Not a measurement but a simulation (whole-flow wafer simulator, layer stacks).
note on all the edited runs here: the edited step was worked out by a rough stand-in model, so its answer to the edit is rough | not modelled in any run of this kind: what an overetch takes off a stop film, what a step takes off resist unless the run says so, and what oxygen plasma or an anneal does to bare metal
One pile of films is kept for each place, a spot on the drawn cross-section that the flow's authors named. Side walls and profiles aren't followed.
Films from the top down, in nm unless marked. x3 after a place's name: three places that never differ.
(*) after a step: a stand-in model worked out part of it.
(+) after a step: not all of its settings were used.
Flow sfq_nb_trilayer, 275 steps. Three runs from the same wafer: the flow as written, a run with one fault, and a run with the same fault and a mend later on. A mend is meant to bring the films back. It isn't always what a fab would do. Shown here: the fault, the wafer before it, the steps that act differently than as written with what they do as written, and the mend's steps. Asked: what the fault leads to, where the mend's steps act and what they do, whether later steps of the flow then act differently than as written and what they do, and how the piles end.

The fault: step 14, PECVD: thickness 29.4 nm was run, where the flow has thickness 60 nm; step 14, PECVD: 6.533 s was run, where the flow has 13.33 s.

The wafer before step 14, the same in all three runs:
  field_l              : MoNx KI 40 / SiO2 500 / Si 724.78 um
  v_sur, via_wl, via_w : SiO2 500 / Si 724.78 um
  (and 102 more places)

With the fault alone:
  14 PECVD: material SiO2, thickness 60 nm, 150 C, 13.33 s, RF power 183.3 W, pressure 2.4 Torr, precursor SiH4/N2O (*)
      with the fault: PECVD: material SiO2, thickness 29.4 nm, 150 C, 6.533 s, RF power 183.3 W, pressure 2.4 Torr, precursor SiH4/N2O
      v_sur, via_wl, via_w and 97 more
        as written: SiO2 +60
        with the fault: SiO2 +29.4
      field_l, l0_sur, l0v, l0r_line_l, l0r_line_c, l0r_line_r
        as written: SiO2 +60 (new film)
        with the fault: SiO2 +29.4 (new film)
  Later steps of the flow that act differently than as written (10 more steps differ only slightly, by at most 2% or 0.5 nm, whichever is larger, and aren't shown):
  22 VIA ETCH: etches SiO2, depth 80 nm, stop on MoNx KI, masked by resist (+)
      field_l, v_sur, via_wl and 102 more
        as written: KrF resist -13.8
        with the fault: KrF resist -7.56
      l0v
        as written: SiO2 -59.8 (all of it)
        with the fault: SiO2 -29.2 (all of it)
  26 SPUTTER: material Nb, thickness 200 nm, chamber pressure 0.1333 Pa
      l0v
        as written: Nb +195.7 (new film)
        with the fault: Nb +200 (new film)
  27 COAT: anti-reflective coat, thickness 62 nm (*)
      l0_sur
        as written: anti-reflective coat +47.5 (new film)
        with the fault: anti-reflective coat +50.7 (new film)
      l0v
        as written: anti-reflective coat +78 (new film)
        with the fault: anti-reflective coat +68.5 (new film)
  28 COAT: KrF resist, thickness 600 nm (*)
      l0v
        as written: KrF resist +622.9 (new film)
        with the fault: KrF resist +604.5 (new film)
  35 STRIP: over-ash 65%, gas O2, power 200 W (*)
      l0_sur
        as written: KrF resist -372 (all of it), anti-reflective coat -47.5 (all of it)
        with the fault: KrF resist -373.9 (all of it), anti-reflective coat -50.7 (all of it)
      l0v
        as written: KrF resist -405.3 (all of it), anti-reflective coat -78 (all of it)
        with the fault: KrF resist -386.9 (all of it), anti-reflective coat -68.5 (all of it)
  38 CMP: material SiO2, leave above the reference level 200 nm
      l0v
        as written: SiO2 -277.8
        with the fault: SiO2 -312.7
  At the end the piles differ from the flow's by more than 2% or 0.5 nm, whichever is larger, at field_l, v_sur, via_wl and 100 more.
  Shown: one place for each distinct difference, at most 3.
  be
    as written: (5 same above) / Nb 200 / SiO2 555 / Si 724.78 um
    with the fault: (5 same above) / Nb 200 / SiO2 524.4 / Si 724.78 um
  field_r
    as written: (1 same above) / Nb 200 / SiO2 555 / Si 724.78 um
    with the fault: (1 same above) / Nb 200 / SiO2 524.4 / Si 724.78 um
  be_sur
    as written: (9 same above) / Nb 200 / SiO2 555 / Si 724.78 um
    with the fault: (9 same above) / Nb 200 / SiO2 524.4 / Si 724.78 um

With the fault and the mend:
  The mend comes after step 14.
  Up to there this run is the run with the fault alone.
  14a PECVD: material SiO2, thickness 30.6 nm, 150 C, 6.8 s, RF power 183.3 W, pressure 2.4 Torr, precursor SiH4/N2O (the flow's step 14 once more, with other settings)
      field_l, v_sur, via_wl and 103 more
        SiO2 +30.6
  No later step of the flow acts differently than as written, at any place that is followed, by more than 2% or 0.5 nm, whichever is larger.
  At the end the piles are the same as the flow's at every place that both follow.
